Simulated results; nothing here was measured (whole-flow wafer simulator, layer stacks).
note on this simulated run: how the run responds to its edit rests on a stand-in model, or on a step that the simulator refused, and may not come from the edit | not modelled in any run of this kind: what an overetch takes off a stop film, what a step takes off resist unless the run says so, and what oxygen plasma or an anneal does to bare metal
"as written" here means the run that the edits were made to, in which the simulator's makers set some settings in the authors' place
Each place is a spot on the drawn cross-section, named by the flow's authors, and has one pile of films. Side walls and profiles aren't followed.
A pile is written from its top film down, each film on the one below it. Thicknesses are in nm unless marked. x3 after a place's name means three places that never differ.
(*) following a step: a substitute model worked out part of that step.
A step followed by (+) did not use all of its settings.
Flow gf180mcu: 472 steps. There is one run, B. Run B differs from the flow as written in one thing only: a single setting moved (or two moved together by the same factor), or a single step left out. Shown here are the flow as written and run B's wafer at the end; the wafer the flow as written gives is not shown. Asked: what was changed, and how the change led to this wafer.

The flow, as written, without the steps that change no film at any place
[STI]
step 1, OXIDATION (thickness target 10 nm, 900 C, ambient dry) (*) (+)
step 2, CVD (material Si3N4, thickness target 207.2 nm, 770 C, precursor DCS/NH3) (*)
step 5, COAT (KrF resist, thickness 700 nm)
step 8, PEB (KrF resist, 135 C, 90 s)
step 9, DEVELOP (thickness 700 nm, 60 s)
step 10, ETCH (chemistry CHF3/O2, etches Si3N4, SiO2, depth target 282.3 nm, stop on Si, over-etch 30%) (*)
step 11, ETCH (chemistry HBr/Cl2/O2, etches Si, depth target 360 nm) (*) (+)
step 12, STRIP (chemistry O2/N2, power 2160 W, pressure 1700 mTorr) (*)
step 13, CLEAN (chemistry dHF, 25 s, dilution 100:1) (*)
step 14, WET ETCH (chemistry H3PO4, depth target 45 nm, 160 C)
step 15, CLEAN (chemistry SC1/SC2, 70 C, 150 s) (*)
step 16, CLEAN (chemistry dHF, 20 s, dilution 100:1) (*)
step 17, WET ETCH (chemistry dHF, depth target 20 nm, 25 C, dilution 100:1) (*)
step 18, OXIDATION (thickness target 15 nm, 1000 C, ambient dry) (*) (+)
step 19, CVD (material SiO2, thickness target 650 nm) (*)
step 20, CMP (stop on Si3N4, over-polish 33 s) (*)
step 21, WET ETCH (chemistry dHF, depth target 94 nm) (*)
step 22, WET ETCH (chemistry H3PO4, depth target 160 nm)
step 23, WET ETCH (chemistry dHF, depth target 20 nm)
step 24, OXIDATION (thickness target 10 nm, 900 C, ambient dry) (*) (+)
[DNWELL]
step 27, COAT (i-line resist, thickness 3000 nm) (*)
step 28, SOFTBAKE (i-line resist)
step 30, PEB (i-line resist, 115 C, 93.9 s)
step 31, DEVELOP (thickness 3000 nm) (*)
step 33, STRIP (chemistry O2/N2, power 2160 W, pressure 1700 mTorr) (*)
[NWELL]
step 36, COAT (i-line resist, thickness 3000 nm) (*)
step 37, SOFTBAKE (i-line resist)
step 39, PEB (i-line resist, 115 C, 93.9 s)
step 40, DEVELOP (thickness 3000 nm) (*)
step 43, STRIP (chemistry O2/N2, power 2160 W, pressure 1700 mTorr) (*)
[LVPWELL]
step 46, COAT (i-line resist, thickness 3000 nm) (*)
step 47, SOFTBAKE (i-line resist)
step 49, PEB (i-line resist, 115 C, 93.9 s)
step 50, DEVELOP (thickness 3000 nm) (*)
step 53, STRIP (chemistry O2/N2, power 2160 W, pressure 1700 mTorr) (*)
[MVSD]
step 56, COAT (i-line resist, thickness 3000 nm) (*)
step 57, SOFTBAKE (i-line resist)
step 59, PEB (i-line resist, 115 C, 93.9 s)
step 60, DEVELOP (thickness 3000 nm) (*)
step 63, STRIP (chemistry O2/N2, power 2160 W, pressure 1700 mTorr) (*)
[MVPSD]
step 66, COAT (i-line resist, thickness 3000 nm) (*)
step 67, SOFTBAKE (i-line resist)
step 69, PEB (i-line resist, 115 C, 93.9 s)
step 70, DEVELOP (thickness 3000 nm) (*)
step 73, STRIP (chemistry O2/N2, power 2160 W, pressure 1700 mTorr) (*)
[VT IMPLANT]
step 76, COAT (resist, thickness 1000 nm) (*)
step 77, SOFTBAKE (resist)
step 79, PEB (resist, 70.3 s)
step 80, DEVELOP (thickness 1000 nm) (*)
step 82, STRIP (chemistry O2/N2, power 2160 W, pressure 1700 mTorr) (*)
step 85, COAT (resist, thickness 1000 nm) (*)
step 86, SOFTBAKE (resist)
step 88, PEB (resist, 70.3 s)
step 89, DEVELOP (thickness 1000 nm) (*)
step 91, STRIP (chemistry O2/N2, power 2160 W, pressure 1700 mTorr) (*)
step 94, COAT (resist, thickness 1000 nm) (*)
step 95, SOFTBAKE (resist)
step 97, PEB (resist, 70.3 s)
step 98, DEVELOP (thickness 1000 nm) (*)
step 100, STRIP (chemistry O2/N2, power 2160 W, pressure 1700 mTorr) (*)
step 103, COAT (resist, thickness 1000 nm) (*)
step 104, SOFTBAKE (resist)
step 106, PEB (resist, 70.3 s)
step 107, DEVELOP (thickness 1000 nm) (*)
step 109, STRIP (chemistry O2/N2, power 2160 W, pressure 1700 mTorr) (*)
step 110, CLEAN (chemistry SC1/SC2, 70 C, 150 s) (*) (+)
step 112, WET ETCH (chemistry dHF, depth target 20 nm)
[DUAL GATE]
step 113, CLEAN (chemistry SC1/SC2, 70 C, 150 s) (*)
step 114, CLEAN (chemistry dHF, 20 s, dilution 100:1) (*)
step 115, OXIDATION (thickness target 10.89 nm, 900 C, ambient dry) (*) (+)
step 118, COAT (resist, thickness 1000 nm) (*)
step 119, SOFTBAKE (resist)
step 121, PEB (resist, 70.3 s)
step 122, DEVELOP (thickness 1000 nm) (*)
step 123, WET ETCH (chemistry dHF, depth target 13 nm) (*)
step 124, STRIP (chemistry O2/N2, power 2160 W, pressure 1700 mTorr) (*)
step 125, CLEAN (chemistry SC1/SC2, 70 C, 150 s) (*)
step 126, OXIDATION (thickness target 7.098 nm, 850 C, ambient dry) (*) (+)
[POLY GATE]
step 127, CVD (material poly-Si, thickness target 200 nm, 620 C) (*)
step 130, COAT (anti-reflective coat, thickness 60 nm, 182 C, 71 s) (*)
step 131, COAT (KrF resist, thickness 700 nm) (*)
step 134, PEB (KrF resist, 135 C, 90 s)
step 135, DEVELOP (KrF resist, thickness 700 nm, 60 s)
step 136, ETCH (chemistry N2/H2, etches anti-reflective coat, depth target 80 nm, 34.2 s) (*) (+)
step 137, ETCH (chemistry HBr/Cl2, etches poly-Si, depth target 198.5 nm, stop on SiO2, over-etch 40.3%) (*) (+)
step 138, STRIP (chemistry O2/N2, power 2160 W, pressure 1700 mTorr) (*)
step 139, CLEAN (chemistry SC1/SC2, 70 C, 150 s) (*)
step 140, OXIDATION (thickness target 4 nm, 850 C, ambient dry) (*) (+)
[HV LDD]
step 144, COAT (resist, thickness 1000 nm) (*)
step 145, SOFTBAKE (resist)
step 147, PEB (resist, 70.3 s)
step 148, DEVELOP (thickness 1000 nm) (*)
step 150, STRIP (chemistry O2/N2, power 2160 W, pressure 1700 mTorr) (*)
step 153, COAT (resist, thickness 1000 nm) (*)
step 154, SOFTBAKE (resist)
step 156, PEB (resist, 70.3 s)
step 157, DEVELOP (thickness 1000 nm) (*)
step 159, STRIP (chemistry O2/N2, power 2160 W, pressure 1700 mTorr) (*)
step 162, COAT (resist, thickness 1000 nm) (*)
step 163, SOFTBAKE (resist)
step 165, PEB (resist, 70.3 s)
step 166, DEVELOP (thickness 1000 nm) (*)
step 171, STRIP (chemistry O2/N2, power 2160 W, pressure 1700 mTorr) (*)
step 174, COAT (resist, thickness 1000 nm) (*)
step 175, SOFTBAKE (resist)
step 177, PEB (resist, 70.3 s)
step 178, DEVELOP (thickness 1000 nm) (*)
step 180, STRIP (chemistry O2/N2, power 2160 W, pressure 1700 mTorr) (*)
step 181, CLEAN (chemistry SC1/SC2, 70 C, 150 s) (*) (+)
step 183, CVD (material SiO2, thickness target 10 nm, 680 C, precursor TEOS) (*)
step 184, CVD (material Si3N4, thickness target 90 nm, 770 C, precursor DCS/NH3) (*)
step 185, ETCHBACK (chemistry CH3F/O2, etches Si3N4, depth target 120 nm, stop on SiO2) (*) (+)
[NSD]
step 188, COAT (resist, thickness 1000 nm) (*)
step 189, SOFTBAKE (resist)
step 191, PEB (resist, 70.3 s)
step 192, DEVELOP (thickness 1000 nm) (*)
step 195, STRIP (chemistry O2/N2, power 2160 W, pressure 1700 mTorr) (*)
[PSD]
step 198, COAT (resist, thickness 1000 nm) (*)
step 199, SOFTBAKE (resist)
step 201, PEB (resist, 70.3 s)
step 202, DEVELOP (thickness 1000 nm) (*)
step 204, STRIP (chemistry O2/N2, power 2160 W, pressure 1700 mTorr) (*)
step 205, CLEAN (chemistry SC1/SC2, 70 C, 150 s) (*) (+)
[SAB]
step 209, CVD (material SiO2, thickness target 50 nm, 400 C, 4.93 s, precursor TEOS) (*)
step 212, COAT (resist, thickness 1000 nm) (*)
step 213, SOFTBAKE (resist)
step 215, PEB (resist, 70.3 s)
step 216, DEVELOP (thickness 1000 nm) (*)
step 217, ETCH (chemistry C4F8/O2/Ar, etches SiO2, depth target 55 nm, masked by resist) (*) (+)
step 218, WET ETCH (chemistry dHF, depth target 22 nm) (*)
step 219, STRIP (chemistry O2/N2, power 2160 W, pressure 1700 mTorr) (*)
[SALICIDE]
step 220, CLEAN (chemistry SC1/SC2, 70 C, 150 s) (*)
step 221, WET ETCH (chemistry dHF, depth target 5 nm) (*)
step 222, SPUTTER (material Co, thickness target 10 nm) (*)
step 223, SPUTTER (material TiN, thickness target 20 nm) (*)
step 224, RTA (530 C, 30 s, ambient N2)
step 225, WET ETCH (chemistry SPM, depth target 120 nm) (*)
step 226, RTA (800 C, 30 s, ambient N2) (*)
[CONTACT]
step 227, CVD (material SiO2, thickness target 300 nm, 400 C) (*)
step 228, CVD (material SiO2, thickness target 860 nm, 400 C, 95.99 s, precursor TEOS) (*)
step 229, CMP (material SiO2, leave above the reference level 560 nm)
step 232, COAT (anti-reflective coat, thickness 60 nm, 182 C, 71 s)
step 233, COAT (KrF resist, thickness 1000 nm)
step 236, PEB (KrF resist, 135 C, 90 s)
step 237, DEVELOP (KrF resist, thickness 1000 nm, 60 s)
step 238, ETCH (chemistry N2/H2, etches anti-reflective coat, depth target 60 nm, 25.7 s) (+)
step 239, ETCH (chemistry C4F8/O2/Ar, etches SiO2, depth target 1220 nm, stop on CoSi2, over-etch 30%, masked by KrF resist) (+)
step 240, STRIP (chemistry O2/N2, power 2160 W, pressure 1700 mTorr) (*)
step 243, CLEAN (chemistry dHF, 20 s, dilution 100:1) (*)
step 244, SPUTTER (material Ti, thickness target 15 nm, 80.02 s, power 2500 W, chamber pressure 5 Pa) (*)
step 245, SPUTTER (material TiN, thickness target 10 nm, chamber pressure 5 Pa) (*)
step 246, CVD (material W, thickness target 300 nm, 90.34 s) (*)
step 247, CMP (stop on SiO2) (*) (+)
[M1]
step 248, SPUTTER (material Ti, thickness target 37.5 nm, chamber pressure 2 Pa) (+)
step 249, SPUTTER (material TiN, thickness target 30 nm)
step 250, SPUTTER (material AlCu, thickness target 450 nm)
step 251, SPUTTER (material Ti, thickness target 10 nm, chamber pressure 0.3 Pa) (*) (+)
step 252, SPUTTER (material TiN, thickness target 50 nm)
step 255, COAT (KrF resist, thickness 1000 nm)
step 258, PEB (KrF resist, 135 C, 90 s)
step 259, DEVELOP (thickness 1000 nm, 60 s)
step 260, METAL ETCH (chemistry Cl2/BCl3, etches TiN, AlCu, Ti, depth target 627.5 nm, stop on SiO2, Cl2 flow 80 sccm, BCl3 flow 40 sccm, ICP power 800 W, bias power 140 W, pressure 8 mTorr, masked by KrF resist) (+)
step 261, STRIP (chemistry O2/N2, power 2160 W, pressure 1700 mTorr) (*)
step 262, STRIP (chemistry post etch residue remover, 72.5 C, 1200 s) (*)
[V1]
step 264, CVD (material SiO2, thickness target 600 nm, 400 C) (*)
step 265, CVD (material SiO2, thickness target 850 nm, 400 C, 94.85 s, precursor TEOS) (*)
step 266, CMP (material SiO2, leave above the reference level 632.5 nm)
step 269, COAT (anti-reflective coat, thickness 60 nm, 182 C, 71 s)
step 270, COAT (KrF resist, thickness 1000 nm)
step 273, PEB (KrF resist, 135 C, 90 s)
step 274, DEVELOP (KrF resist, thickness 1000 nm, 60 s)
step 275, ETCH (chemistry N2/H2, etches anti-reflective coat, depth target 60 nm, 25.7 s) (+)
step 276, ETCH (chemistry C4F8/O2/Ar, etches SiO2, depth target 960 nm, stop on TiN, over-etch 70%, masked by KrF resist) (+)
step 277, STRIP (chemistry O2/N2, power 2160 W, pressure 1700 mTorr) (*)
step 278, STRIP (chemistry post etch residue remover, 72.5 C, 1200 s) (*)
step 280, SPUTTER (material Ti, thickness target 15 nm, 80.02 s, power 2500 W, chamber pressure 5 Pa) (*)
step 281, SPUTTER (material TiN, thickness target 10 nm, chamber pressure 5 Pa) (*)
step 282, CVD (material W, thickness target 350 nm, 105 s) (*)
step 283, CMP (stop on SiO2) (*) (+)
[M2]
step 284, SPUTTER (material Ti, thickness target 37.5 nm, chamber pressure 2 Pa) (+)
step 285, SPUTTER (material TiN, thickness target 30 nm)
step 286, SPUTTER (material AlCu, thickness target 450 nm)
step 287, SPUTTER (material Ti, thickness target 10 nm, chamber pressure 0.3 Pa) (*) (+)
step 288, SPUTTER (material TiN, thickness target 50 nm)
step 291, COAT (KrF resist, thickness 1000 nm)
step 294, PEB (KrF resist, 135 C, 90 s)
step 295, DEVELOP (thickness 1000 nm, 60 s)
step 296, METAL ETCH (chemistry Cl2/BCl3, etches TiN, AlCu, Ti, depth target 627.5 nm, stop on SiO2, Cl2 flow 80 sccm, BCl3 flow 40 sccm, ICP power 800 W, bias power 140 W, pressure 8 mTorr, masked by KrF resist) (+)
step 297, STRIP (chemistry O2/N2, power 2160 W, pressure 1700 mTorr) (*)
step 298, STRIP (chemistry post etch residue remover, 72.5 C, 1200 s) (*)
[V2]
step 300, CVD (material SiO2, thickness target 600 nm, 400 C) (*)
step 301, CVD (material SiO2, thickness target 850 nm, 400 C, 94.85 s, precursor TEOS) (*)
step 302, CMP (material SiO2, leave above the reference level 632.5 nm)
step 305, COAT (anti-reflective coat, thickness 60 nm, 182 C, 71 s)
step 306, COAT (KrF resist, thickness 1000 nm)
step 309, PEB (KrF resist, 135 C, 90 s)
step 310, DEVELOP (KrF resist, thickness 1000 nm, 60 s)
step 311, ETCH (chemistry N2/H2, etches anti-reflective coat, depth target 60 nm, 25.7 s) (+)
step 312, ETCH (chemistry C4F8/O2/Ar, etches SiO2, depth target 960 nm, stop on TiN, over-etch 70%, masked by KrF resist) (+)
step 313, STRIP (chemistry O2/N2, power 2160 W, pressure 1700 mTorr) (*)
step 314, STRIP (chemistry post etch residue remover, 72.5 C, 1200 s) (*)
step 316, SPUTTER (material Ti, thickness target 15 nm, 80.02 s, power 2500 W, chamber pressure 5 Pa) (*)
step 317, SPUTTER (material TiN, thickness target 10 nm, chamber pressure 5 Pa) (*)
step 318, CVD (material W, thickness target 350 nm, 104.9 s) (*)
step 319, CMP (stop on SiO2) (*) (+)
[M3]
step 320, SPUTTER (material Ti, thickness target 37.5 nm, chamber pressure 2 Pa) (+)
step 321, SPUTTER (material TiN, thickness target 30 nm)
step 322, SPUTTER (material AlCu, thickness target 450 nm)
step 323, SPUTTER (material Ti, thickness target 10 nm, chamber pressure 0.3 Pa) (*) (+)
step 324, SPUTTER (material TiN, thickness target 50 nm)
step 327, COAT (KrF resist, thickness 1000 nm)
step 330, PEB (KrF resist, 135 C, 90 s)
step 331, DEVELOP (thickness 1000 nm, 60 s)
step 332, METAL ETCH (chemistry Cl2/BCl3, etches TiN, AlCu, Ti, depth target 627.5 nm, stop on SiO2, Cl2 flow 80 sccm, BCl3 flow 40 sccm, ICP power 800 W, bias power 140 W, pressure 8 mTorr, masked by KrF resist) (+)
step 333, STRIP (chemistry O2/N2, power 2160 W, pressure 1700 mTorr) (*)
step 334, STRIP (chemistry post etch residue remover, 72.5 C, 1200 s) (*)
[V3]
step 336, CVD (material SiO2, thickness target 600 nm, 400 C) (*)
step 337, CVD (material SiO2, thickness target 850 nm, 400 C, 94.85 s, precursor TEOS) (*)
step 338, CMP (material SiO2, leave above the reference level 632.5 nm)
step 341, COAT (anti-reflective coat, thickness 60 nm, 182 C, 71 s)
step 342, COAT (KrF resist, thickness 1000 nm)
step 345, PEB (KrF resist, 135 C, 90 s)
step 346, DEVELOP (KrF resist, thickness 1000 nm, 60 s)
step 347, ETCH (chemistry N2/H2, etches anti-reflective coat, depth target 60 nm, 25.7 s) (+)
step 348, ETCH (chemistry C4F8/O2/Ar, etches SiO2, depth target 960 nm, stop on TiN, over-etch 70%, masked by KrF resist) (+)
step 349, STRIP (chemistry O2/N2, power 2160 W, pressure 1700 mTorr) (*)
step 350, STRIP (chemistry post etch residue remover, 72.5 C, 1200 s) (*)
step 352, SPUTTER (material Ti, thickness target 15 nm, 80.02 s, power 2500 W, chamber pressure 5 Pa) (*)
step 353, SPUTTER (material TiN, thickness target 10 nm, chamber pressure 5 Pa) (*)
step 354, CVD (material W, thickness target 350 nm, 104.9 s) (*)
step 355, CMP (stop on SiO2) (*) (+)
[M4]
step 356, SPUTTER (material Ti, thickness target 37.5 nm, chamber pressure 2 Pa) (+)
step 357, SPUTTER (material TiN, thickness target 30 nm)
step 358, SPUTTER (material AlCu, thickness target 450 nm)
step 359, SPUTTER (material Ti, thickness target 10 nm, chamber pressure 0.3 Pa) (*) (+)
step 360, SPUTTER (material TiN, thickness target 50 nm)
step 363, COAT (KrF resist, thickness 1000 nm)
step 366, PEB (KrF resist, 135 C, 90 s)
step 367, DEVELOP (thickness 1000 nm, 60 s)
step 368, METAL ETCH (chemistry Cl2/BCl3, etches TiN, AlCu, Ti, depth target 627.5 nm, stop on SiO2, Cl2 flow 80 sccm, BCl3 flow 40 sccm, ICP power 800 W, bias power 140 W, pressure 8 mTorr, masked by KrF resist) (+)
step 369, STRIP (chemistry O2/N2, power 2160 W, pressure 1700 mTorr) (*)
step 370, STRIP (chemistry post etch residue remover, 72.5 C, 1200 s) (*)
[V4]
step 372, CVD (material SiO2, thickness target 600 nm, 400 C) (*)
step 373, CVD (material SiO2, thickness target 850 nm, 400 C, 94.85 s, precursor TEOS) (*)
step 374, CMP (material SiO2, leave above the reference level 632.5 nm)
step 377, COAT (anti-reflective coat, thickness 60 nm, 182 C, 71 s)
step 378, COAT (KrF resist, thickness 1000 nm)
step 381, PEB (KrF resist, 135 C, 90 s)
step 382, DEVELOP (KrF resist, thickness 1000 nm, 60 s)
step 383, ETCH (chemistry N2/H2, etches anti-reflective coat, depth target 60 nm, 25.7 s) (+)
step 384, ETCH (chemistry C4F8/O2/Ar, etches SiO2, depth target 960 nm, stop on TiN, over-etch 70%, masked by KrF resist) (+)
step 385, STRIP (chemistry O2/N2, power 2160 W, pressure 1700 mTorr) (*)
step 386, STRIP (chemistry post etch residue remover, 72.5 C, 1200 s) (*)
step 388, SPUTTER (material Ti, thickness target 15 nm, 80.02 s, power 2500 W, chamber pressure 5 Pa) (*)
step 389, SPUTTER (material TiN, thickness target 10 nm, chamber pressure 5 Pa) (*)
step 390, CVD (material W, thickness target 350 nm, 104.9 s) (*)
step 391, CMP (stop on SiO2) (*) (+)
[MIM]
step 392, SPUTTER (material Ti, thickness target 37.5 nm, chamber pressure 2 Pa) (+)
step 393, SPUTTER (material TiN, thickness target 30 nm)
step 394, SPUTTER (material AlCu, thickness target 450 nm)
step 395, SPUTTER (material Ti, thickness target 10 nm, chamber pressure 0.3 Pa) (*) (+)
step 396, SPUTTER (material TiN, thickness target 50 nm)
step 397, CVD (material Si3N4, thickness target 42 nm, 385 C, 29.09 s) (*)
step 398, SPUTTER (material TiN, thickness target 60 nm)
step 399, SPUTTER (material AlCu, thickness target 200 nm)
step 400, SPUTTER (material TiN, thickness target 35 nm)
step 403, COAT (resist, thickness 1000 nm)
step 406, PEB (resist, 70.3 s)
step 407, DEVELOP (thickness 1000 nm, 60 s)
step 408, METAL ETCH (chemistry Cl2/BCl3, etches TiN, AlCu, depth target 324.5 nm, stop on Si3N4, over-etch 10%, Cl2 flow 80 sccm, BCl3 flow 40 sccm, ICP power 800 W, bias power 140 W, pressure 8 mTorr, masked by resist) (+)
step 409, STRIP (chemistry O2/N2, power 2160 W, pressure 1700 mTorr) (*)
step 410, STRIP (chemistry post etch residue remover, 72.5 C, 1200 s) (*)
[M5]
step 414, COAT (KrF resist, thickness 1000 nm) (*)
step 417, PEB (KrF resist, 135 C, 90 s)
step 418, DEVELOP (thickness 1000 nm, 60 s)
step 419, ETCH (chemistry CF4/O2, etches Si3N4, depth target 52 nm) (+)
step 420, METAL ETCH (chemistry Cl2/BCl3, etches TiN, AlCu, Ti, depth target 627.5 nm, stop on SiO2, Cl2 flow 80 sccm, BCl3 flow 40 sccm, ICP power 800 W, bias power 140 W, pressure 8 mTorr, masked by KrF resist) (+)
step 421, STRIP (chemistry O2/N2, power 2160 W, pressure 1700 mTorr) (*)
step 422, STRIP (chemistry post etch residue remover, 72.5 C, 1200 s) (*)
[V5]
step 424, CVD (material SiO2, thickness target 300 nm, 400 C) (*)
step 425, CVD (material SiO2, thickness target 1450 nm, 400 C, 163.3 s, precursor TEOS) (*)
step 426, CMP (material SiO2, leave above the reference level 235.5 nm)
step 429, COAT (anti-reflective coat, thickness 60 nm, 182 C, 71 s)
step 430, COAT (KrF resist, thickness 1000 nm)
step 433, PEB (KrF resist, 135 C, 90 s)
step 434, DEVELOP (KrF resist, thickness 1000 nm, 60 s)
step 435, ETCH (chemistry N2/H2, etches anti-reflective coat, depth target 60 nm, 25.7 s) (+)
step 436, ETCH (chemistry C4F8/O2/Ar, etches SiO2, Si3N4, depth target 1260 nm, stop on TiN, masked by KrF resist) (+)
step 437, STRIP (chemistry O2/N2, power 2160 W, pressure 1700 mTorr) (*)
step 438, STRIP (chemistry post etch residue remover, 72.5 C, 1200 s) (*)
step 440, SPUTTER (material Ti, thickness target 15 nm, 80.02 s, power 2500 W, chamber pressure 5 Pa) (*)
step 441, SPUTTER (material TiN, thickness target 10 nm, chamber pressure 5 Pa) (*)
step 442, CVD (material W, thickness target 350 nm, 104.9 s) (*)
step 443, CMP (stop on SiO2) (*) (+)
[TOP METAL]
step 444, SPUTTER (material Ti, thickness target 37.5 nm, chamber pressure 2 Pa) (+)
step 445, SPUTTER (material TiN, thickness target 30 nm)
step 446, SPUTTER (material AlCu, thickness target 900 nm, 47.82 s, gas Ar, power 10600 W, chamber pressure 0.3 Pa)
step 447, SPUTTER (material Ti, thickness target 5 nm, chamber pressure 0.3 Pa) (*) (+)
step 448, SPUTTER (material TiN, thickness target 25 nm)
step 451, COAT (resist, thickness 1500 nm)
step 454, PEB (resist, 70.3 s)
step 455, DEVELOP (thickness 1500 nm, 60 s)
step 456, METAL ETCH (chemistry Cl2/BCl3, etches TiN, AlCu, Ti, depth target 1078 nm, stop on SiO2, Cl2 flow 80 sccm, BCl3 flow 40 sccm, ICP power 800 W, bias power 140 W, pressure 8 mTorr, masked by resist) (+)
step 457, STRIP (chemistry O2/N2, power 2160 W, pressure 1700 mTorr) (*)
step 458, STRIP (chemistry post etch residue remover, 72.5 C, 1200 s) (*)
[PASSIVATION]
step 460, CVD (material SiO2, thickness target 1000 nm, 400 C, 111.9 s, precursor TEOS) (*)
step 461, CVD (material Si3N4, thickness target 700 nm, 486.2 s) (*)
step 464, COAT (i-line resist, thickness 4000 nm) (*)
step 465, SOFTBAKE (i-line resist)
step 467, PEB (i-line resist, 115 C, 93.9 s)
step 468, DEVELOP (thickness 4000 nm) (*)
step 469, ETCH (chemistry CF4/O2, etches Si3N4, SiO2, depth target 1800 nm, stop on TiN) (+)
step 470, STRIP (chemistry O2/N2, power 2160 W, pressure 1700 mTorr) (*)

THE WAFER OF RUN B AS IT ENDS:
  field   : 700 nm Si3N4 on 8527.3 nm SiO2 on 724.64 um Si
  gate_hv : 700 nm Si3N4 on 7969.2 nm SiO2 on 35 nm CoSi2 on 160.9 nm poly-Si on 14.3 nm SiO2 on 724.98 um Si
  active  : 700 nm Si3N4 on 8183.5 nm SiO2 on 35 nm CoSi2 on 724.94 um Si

Cause: step 266, CMP: leave above the reference level 932.9 nm was run, while the flow as written has leave above the reference level 632.5 nm.

How this came from the change, step by step:
  step 266, CMP (material SiO2, leave above the reference level 632.5 nm)
      field, field__w1, field__w2 and 99 more: nothing (in the flow as written it would be: -300 SiO2)
      field__w8, contact, m1 and 6 more: -576.7 SiO2 (in the flow as written it would be: -877.1 SiO2)
  step 276, ETCH (chemistry C4F8/O2/Ar, etches SiO2, depth target 960 nm, stop on TiN, over-etch 70%, masked by KrF resist) (+)
      contact: -872.9 SiO2 (all of it) (in the flow as written it would be: -572.5 SiO2 (all of it))
  step 280, SPUTTER (material Ti, thickness target 15 nm, 80.02 s, power 2500 W, chamber pressure 5 Pa) (*)
      contact: +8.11 Ti (new film) (in the flow as written it would be: +9.65 Ti (new film))
  step 281, SPUTTER (material TiN, thickness target 10 nm, chamber pressure 5 Pa) (*)
      contact: +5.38 TiN (new film) (in the flow as written it would be: +6.4 TiN (new film))
  step 282, CVD (material W, thickness target 350 nm, 105 s) (*)
      contact: +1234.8 W (new film) (in the flow as written it would be: +932.3 W (new film))
